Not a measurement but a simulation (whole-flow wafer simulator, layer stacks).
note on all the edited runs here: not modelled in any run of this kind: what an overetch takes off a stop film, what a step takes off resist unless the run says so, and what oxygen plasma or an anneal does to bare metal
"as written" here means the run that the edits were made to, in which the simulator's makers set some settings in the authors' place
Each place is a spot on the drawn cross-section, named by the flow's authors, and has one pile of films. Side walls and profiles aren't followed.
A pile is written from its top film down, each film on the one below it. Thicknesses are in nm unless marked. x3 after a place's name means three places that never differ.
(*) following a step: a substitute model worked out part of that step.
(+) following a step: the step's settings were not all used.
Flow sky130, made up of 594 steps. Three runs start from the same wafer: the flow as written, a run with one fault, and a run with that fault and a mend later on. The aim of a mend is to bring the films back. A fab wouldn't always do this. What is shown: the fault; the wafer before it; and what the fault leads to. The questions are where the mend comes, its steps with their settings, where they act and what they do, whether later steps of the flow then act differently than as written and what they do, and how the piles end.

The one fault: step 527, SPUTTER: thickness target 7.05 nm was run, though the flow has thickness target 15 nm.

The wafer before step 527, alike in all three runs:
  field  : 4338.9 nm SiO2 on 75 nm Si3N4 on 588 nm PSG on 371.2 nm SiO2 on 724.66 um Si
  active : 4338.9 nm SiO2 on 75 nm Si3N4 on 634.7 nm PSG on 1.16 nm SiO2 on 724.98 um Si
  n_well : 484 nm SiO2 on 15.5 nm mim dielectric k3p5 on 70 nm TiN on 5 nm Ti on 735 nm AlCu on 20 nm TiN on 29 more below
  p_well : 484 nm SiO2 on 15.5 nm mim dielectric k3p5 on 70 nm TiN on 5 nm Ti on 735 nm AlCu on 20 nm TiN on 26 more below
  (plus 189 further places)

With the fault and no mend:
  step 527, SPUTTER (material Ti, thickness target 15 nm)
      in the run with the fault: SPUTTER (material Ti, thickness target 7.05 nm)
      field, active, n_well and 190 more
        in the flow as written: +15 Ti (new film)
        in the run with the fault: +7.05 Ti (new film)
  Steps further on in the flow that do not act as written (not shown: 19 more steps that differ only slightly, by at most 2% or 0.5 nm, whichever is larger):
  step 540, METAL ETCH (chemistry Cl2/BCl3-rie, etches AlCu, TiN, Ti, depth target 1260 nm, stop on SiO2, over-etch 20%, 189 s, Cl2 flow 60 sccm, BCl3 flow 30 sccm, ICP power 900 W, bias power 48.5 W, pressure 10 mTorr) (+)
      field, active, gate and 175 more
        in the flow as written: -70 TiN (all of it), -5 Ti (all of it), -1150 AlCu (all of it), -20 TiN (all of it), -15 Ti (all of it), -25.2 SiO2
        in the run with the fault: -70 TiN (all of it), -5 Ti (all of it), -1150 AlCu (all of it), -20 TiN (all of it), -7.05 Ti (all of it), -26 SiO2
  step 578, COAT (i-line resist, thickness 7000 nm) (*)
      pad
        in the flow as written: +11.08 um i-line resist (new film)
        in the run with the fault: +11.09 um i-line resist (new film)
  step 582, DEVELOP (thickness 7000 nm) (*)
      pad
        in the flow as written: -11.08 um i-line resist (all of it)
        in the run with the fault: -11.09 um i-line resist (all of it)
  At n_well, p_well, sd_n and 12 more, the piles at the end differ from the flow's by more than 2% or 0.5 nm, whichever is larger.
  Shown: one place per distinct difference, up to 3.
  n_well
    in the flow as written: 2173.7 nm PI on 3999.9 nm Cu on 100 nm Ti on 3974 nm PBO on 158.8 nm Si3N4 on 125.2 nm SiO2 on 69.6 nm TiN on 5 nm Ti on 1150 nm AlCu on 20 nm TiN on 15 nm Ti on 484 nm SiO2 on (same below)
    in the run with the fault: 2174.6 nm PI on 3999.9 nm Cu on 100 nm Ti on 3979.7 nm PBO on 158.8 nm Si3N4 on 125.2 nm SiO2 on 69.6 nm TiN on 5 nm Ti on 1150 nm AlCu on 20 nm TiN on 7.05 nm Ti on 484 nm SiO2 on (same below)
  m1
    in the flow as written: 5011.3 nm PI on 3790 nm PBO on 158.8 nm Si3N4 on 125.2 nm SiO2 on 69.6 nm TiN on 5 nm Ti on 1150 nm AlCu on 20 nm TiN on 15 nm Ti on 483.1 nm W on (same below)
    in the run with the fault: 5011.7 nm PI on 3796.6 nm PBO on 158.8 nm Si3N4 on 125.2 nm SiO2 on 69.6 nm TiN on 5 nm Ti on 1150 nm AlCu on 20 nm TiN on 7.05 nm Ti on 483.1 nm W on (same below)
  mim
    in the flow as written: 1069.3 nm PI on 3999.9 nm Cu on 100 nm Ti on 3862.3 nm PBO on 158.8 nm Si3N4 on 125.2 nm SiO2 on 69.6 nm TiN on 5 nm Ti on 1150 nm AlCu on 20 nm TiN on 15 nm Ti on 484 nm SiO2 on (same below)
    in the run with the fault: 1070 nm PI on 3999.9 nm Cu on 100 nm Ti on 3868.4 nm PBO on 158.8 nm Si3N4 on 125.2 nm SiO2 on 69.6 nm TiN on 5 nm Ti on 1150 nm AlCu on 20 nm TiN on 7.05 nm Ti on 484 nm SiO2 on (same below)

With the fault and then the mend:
  The mend stands after step 527.
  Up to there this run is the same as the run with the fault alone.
  step 527a, SPUTTER (material Ti, thickness target 7.95 nm) (the flow's step 527 again, with other settings)
      field, active, n_well and 190 more
        +7.95 Ti
  Every later step of the flow that is run acts as written at every place that is followed.
  The piles end the same as the flow's at every place that both follow.
